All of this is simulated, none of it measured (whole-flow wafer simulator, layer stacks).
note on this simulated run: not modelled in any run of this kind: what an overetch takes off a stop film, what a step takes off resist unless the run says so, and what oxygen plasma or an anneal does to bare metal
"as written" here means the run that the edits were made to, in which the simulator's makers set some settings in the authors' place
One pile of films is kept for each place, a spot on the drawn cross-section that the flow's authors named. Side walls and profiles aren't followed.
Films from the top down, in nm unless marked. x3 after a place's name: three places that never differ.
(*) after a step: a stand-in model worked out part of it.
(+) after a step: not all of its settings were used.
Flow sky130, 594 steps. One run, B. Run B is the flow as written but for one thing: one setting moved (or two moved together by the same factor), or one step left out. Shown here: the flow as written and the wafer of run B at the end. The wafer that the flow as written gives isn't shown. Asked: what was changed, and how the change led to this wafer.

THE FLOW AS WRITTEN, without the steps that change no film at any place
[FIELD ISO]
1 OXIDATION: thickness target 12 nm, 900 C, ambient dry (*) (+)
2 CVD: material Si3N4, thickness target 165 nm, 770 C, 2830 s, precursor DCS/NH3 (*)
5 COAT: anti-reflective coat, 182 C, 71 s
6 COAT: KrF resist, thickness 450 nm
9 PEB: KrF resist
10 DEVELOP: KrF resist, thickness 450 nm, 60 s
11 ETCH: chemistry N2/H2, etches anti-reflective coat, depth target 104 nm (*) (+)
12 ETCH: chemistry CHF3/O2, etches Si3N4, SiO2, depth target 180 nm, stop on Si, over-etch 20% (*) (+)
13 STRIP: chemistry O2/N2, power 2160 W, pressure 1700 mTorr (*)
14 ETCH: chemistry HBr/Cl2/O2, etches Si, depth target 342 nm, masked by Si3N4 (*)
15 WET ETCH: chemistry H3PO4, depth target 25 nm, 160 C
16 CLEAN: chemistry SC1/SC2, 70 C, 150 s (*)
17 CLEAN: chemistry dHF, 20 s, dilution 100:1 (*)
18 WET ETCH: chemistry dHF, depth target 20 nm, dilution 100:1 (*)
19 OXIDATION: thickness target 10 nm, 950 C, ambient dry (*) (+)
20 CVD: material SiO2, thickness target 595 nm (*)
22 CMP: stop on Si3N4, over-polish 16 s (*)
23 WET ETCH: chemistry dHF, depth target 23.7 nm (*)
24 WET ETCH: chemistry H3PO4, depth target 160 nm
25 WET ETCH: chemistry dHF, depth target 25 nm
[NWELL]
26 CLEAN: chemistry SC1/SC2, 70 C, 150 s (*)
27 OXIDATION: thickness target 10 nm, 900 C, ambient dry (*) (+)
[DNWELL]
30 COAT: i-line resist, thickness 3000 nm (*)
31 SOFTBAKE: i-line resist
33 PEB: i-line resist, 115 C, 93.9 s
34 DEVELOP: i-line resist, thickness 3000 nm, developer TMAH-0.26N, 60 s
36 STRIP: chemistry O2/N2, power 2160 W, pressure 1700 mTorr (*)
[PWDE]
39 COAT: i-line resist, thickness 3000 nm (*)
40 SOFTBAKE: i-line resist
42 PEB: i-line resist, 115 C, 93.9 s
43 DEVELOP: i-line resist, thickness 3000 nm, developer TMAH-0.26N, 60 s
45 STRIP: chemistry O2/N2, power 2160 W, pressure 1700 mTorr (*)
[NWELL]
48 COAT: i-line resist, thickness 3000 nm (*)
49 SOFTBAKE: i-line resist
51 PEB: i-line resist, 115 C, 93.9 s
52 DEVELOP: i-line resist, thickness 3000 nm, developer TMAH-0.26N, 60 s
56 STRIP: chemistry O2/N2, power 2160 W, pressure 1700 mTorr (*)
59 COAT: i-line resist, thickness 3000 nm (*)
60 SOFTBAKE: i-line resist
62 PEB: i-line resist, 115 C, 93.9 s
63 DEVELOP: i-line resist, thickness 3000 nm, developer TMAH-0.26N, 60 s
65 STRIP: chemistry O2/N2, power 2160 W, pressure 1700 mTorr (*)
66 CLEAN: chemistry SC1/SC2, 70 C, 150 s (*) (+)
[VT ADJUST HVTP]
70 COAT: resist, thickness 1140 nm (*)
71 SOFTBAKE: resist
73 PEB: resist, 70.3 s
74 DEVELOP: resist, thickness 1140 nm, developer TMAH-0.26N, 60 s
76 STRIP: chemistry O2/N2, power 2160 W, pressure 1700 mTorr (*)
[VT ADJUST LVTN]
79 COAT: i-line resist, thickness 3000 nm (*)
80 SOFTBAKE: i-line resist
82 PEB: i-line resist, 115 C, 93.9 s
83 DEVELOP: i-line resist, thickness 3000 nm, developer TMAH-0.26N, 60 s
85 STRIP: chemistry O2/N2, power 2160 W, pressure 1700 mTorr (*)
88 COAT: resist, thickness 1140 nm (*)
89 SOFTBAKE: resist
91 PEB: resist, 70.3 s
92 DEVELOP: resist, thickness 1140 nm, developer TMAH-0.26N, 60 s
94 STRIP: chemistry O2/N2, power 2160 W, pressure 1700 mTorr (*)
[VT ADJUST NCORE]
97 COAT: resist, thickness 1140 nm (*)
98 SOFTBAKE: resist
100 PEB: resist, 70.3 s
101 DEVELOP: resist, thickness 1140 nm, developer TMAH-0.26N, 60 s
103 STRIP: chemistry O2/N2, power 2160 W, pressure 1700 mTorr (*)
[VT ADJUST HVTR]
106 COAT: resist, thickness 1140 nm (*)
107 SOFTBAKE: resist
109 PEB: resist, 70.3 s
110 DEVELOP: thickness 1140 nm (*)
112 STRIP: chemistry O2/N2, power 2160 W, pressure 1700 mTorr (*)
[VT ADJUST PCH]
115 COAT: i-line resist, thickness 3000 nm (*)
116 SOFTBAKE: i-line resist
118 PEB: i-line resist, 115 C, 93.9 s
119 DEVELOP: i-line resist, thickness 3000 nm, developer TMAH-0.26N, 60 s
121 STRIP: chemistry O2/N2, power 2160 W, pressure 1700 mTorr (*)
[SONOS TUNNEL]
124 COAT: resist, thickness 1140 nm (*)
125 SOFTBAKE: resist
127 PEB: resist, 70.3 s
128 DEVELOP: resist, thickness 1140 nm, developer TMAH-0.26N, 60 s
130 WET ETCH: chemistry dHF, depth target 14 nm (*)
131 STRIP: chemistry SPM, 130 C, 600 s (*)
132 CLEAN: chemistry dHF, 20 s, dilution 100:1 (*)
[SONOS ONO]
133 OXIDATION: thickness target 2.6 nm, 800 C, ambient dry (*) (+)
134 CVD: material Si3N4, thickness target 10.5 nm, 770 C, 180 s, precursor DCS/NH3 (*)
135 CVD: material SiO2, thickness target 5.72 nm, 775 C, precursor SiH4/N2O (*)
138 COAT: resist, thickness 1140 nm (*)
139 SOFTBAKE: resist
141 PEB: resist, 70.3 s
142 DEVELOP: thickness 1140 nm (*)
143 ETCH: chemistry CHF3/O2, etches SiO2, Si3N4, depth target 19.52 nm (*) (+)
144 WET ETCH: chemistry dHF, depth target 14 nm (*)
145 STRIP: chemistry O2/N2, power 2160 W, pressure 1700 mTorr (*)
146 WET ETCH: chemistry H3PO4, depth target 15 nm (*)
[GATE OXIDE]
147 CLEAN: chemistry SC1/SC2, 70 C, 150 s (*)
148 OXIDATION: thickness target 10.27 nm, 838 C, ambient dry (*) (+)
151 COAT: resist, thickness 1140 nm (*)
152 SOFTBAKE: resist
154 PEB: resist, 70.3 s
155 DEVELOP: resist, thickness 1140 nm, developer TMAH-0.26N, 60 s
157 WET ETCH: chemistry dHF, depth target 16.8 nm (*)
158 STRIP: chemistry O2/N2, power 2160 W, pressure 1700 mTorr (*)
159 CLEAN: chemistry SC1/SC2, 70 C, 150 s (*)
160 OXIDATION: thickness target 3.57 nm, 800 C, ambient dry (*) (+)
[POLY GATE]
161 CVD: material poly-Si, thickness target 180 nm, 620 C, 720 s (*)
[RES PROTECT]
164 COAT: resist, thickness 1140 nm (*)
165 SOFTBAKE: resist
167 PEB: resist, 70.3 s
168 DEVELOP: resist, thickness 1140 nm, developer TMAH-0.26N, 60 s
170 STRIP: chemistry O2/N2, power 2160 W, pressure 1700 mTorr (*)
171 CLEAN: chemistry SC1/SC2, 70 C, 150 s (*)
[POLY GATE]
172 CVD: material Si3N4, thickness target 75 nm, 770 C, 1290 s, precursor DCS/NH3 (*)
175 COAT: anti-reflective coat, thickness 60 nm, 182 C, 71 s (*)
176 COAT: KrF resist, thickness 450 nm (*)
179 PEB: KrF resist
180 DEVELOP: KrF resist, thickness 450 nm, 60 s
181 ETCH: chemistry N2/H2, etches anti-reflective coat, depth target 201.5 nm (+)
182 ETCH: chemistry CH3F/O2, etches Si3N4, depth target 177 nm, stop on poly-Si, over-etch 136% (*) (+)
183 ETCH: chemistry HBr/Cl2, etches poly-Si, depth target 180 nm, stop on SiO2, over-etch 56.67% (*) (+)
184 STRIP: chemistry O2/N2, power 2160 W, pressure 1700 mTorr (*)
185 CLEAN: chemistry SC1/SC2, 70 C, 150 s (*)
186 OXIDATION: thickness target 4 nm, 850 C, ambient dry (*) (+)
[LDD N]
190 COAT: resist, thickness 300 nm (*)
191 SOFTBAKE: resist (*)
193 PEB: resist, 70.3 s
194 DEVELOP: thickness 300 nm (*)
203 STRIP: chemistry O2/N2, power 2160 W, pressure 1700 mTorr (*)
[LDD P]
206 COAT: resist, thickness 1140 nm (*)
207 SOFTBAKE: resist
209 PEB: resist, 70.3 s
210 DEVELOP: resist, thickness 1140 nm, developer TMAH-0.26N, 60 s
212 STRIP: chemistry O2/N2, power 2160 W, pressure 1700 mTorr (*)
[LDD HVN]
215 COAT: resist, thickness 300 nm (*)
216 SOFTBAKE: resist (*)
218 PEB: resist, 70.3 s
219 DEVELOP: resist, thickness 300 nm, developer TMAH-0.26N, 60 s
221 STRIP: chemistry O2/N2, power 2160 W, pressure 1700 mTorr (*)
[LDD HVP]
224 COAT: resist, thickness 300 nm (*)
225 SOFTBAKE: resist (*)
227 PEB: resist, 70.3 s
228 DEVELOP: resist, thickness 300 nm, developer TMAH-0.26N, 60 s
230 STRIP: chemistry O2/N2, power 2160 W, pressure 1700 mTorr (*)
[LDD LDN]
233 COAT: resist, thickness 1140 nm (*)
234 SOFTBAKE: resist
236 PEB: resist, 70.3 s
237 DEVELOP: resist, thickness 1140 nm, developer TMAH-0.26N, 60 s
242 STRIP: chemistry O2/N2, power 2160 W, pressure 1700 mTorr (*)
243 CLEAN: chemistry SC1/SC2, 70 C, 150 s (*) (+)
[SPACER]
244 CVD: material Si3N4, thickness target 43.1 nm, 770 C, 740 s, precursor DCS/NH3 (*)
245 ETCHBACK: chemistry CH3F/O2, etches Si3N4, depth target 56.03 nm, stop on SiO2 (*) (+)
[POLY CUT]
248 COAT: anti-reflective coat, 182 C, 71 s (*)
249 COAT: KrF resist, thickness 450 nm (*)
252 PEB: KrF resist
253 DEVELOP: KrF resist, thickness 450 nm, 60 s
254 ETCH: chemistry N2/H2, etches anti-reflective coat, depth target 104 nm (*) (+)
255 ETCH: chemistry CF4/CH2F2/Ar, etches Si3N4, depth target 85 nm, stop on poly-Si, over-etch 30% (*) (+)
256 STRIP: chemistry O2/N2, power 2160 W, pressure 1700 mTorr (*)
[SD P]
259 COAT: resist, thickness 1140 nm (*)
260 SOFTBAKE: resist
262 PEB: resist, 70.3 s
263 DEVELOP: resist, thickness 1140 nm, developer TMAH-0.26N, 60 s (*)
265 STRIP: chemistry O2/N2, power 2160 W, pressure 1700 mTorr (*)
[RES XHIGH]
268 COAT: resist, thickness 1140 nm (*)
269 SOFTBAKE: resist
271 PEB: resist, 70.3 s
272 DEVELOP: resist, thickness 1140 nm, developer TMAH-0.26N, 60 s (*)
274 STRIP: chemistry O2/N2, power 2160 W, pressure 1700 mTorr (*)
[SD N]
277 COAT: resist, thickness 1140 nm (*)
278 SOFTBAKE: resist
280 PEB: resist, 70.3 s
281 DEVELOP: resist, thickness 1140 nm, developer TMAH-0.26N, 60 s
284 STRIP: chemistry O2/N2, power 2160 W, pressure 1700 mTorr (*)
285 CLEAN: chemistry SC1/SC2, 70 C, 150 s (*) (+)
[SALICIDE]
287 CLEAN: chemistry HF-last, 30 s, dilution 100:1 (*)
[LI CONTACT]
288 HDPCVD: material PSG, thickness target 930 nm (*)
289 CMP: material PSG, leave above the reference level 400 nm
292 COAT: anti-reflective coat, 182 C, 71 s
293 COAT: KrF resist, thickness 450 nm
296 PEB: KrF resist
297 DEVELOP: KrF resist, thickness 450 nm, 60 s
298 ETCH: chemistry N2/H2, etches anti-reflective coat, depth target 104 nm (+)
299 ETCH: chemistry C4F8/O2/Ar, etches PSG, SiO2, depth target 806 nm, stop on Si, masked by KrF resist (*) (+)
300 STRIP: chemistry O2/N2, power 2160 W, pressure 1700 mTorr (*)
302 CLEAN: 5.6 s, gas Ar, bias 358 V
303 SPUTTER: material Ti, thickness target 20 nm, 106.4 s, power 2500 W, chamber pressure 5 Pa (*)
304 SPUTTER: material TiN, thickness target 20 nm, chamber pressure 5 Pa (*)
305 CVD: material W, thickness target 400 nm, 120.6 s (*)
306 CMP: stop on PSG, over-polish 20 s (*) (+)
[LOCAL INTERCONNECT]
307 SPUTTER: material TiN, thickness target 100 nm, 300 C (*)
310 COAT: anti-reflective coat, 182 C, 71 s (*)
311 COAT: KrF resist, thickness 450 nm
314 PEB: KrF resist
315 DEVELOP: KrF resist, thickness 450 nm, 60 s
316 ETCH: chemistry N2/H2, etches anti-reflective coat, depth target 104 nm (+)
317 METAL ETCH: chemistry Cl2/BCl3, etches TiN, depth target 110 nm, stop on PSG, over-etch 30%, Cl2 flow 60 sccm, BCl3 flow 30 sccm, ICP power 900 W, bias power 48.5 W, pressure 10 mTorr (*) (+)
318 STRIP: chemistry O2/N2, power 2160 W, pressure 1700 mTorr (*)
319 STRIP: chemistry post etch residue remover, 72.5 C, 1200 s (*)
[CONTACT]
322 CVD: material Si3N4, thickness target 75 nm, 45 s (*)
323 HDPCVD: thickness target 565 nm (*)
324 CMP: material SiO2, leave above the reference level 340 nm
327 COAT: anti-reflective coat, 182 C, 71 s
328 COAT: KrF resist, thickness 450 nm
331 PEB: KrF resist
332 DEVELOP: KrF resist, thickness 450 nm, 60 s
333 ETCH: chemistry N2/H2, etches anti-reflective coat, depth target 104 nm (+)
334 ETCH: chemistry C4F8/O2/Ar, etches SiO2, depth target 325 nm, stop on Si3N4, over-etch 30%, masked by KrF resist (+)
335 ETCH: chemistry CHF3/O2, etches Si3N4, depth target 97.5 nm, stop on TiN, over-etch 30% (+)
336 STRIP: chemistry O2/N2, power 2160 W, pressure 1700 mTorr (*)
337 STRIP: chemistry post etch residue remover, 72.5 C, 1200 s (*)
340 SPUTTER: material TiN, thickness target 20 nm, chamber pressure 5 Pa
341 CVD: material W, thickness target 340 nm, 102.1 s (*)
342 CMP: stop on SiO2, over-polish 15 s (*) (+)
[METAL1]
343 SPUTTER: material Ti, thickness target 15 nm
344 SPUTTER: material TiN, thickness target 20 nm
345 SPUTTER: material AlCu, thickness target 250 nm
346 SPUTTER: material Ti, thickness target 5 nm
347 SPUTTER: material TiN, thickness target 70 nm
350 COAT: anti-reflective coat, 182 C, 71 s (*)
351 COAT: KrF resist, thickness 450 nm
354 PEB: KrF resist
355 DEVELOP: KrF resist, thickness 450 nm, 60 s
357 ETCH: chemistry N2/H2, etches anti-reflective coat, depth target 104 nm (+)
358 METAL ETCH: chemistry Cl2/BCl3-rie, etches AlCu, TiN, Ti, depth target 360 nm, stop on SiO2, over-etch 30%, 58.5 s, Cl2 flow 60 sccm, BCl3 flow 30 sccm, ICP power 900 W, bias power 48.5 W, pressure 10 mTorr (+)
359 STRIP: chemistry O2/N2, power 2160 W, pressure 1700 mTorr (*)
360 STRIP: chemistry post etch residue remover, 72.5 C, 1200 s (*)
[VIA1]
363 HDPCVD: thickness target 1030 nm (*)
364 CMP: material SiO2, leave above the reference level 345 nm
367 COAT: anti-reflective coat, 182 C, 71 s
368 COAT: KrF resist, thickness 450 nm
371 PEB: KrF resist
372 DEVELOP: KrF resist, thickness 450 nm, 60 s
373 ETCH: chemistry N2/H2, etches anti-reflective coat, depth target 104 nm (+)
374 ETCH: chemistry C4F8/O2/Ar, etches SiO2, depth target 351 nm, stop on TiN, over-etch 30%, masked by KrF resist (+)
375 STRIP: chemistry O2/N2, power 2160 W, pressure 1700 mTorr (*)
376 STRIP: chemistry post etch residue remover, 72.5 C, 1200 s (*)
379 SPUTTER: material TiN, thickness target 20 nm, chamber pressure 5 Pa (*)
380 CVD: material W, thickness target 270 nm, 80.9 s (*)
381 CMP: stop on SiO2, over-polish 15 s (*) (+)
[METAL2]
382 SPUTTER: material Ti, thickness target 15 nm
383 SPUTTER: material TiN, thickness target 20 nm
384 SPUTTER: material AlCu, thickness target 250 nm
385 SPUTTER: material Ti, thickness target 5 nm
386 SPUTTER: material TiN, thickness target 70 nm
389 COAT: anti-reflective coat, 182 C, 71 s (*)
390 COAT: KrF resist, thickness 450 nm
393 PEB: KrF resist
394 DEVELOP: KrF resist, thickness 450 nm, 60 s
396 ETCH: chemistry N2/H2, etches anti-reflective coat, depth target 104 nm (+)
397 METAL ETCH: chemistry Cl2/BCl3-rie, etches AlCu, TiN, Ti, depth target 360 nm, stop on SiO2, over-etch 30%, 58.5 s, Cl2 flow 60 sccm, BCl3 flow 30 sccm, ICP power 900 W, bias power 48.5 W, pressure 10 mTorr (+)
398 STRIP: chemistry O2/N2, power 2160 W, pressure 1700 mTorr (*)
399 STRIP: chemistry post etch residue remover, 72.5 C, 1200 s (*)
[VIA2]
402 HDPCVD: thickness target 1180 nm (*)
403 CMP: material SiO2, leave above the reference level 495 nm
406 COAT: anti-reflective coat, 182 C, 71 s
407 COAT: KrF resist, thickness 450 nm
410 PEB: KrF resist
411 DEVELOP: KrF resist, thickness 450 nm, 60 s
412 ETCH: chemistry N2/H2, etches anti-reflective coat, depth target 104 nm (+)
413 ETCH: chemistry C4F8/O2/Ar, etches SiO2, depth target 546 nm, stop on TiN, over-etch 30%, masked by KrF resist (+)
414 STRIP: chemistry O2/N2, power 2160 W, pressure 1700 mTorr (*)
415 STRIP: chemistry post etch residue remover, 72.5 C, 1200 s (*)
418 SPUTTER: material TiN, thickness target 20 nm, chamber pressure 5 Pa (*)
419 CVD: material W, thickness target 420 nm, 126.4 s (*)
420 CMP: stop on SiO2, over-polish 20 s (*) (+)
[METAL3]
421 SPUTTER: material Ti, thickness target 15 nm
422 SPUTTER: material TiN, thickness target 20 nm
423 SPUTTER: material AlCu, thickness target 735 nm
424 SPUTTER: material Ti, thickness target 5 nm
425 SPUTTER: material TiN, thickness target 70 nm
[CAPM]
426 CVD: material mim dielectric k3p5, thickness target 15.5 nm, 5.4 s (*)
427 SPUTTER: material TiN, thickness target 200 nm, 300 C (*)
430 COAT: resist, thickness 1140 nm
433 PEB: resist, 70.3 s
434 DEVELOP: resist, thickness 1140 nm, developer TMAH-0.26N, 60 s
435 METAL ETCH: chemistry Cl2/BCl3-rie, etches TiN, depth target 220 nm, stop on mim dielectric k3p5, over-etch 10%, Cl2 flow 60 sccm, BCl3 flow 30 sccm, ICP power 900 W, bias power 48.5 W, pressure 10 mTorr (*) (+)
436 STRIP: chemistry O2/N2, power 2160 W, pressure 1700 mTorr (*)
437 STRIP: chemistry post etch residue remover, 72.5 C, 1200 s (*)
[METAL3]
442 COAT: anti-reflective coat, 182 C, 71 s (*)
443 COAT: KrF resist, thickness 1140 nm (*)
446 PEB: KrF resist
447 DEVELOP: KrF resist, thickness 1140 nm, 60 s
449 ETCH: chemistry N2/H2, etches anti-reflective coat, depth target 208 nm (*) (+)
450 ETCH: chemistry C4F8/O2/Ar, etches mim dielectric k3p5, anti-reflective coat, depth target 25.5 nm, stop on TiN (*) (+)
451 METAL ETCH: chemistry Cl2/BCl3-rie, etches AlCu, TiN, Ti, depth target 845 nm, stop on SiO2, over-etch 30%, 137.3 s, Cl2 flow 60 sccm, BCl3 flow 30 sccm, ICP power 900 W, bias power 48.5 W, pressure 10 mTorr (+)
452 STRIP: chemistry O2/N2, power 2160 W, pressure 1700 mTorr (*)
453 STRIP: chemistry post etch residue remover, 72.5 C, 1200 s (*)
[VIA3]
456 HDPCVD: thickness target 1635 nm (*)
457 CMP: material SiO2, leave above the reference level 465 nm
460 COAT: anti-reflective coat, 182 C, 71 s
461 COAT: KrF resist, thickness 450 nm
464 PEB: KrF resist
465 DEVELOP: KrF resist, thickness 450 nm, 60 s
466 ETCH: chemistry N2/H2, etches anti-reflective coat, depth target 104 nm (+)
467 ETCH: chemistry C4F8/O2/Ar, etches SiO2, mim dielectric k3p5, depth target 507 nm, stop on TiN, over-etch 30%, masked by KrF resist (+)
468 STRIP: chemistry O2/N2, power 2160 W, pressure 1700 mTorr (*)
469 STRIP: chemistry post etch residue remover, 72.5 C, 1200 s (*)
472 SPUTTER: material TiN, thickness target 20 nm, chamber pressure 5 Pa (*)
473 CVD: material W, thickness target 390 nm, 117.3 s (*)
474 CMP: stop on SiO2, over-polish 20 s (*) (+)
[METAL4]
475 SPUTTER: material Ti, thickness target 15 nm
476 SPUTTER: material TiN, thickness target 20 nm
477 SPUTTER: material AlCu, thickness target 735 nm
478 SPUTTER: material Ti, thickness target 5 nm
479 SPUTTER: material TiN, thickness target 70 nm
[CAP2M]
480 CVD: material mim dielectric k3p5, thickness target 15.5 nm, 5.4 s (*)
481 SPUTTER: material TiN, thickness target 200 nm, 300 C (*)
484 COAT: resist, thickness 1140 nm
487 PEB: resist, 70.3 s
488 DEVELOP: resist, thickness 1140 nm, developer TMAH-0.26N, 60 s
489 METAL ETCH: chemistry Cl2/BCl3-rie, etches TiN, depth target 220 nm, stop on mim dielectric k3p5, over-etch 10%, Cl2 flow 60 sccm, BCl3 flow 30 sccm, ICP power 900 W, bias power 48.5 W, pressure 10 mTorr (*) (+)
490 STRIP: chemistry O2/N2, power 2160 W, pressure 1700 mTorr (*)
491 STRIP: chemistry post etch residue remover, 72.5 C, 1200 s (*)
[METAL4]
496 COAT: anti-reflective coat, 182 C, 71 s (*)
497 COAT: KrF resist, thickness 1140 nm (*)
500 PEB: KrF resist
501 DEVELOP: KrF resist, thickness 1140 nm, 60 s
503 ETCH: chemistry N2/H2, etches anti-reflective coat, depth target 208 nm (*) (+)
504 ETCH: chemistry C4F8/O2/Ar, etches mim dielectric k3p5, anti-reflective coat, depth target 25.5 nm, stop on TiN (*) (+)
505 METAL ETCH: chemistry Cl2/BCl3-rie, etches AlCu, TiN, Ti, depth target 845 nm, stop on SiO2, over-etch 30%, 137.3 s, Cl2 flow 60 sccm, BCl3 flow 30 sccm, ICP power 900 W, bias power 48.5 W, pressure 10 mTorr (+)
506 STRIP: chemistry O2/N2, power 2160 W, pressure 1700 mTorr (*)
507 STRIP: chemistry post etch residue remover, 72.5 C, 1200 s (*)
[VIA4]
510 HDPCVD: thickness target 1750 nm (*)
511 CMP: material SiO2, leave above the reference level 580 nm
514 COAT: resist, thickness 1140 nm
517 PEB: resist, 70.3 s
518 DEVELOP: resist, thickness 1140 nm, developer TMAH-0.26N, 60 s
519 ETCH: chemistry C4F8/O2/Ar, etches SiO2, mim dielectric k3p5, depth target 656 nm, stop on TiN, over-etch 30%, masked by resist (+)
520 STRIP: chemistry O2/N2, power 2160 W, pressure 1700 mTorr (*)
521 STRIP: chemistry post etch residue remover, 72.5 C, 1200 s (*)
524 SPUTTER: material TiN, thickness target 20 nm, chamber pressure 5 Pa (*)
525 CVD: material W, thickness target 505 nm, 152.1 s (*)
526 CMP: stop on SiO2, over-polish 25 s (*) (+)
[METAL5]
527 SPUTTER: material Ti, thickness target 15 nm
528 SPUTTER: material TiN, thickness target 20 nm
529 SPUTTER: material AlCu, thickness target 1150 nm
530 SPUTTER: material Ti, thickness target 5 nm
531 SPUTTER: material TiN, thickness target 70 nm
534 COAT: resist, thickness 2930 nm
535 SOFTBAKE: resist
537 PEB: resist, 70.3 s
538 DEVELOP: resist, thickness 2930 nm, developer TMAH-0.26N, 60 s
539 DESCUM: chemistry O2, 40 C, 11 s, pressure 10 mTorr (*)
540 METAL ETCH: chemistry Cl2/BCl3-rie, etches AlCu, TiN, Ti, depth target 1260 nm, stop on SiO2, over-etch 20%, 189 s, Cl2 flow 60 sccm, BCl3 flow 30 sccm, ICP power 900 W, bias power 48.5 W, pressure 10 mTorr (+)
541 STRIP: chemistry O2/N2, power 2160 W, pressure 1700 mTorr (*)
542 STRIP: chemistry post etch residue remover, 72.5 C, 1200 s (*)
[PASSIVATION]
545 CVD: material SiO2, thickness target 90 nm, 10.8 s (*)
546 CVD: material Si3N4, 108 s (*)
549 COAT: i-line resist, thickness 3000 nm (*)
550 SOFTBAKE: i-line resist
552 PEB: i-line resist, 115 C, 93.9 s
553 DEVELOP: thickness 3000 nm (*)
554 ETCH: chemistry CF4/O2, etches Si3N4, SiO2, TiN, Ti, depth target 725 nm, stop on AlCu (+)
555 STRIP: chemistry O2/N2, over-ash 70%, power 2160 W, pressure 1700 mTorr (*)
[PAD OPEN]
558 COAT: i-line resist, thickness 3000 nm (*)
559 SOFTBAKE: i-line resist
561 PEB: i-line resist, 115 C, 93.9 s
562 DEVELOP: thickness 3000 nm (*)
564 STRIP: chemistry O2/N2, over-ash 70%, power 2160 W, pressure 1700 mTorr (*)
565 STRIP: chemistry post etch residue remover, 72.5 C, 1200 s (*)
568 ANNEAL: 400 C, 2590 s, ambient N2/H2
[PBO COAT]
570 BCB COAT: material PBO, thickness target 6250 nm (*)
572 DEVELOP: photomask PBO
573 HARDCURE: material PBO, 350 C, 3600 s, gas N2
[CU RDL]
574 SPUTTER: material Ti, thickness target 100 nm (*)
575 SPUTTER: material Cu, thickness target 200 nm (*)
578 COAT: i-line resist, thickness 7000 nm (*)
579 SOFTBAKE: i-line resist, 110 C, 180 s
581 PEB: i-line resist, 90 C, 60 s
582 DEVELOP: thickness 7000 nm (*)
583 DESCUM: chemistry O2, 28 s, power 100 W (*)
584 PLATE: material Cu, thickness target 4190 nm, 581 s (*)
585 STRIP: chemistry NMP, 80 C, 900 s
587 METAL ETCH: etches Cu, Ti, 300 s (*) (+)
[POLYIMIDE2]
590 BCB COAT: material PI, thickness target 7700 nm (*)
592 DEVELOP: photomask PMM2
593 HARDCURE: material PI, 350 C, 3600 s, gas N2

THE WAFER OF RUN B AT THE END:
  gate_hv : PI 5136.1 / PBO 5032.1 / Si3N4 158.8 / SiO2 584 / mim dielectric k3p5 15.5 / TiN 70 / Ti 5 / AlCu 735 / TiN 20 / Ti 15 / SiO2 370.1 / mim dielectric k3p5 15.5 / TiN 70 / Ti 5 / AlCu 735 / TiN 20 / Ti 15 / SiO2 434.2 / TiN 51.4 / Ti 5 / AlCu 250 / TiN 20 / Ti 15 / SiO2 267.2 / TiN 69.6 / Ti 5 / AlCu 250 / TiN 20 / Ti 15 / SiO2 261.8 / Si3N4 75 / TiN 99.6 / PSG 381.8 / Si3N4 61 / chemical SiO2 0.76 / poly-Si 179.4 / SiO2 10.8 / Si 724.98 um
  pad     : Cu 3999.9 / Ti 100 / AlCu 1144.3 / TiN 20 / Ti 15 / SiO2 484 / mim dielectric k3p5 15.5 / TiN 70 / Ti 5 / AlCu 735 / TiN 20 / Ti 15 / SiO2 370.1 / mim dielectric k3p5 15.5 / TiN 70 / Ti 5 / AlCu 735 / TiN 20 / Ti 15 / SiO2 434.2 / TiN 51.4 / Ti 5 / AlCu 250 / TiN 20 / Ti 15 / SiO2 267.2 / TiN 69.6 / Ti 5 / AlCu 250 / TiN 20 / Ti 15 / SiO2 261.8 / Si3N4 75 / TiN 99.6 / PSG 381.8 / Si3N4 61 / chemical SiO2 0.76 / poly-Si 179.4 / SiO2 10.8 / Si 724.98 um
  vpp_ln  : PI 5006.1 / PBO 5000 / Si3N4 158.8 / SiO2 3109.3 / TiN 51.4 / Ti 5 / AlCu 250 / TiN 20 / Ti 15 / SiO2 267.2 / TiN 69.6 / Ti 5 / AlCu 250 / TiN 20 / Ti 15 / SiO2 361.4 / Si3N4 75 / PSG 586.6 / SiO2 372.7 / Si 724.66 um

The cause: step 386, SPUTTER: thickness target 51.8 nm was run, where the flow has thickness target 70 nm.

How the change led to this, step by step:
  386 SPUTTER: material TiN, thickness target 70 nm
      field, active, n_well and 188 more: TiN +51.8 (new film) (as written it would be: TiN +70 (new film))
  397 METAL ETCH: chemistry Cl2/BCl3-rie, etches AlCu, TiN, Ti, depth target 360 nm, stop on SiO2, over-etch 30%, 58.5 s, Cl2 flow 60 sccm, BCl3 flow 30 sccm, ICP power 900 W, bias power 48.5 W, pressure 10 mTorr (+)
      field, active, gate and 82 more: TiN -50.5 (all of it), Ti -5 (all of it), AlCu -250 (all of it), TiN -20 (all of it), Ti -15 (all of it), SiO2 -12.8 (as written it would be: TiN -68.7 (all of it), Ti -5 (all of it), AlCu -250 (all of it), TiN -20 (all of it), Ti -15 (all of it), SiO2 -10.9)
  403 CMP: material SiO2, leave above the reference level 495 nm
      n_well, p_well, gate_hv and 101 more: SiO2 -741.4 (as written it would be: SiO2 -759.6)
      m1, via1_hole: SiO2 -740.9 (as written it would be: SiO2 -759.1)
  413 ETCH: chemistry C4F8/O2/Ar, etches SiO2, depth target 546 nm, stop on TiN, over-etch 30%, masked by KrF resist (+)
      m1: SiO2 -438.5 (all of it) (as written it would be: SiO2 -420.3 (all of it))
      via2_hole: SiO2 -438 (all of it) (as written it would be: SiO2 -419.8 (all of it))
  419 CVD: material W, thickness target 420 nm, 126.4 s (*)
      m1: W +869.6 (new film) (as written it would be: W +851.1 (new film))
      via2_hole: W +869.1 (new film) (as written it would be: W +850.7 (new film))
